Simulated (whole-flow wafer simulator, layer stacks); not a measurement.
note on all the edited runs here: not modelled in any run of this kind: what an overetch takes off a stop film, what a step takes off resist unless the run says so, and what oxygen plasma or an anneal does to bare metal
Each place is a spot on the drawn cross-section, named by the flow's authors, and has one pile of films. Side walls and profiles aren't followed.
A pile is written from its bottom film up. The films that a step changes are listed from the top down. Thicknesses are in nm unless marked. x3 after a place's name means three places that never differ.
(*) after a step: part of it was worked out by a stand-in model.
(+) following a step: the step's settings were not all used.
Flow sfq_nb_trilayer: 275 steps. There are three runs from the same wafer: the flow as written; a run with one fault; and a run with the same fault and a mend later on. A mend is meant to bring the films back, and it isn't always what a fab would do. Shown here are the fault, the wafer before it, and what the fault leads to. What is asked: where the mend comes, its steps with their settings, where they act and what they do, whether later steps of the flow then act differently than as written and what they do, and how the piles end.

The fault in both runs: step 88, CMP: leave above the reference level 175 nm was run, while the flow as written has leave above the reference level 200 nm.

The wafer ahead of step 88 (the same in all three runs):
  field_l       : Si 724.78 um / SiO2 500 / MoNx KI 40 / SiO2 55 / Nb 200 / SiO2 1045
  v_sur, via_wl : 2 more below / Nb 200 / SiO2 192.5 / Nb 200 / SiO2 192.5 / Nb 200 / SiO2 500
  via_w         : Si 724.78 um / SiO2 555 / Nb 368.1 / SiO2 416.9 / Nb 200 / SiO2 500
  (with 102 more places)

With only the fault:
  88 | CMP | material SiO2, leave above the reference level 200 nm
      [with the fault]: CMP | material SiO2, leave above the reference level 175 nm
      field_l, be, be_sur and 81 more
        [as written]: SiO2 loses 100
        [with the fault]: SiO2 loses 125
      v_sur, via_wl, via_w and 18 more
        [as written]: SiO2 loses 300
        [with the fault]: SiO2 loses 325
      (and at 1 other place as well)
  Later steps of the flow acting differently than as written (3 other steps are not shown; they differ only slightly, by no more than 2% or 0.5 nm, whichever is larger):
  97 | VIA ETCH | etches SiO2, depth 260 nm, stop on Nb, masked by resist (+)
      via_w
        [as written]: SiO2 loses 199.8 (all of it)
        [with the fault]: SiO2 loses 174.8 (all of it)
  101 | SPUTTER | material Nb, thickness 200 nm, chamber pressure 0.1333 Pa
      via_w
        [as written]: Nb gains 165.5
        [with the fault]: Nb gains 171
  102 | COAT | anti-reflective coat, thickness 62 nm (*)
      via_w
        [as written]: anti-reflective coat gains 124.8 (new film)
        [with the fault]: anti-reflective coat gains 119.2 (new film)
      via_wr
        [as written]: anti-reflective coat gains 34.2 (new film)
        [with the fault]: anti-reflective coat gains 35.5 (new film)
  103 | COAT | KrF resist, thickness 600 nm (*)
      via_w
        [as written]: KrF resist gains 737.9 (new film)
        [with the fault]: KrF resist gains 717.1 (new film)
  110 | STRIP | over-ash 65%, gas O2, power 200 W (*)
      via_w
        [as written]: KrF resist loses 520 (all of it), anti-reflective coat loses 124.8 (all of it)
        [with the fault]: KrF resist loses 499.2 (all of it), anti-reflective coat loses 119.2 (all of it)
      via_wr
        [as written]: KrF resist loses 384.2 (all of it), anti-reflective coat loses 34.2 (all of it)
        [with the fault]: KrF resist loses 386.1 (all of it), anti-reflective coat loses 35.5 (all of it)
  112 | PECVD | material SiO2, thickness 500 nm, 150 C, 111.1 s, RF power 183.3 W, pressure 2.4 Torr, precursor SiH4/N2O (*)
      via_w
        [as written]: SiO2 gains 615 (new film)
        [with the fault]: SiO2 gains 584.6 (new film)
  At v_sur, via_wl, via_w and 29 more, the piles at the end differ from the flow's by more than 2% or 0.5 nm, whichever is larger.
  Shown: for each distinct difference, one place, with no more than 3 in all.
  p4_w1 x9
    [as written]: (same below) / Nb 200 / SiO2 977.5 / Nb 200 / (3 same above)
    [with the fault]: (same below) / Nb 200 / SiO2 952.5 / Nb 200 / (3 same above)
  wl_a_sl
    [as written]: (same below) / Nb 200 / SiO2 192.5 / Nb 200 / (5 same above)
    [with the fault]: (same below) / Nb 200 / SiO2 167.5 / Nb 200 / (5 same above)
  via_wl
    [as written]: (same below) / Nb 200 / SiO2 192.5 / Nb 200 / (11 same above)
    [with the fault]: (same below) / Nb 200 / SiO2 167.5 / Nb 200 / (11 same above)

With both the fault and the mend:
  After step 95 comes the mend.
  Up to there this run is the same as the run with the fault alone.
  95a | STRIP | over-ash 65%, gas O2, power 200 W (*)
      field_l, v_sur, via_wl and 102 more
        KrF resist loses 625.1 (all of it), anti-reflective coat loses 62 (all of it)
      via_w
        anti-reflective coat loses 62 (all of it)
  95b | PECVD | material SiO2, thickness 25 nm, 150 C, 5.556 s, RF power 183.3 W, pressure 2.4 Torr, precursor SiH4/N2O (the flow's step 87 again, with other settings)
      field_l, v_sur, via_wl and 103 more
        SiO2 gains 25
  95c | COAT | anti-reflective coat, thickness 62 nm (the flow's step 90 again)
      field_l, v_sur, via_wl and 103 more
        anti-reflective coat gains 62 (new film)
  95d | COAT | KrF resist, thickness 650 nm (the flow's step 91 again)
      field_l, v_sur, via_wl and 103 more
        KrF resist gains 650 (new film)
  95e | SOFTBAKE | KrF resist (the flow's step 92 again)
      alters no film at any place that is followed
  95f | EXPOSE | photomask I2, dose 11.91 mJ/cm2, NA 0.6, wavelength 248 nm (*) (the flow's step 93 again)
      alters no film at any place that is followed
  95g | PEB | KrF resist, 90 s (the flow's step 94 again)
      field_l, v_sur, via_wl and 103 more
        KrF resist loses 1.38
  95h | DEVELOP | KrF resist, thickness 650 nm, 60 s (the flow's step 95 again)
      field_l, v_sur, via_wl and 102 more
        KrF resist loses 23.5
      via_w
        KrF resist loses 648.6 (all of it)
  None of the later steps of the flow differs from how it acts as written, at any place that is followed, by more than 2% or 0.5 nm, whichever is larger.
  At every place that both follow, the piles at the end match the flow's.
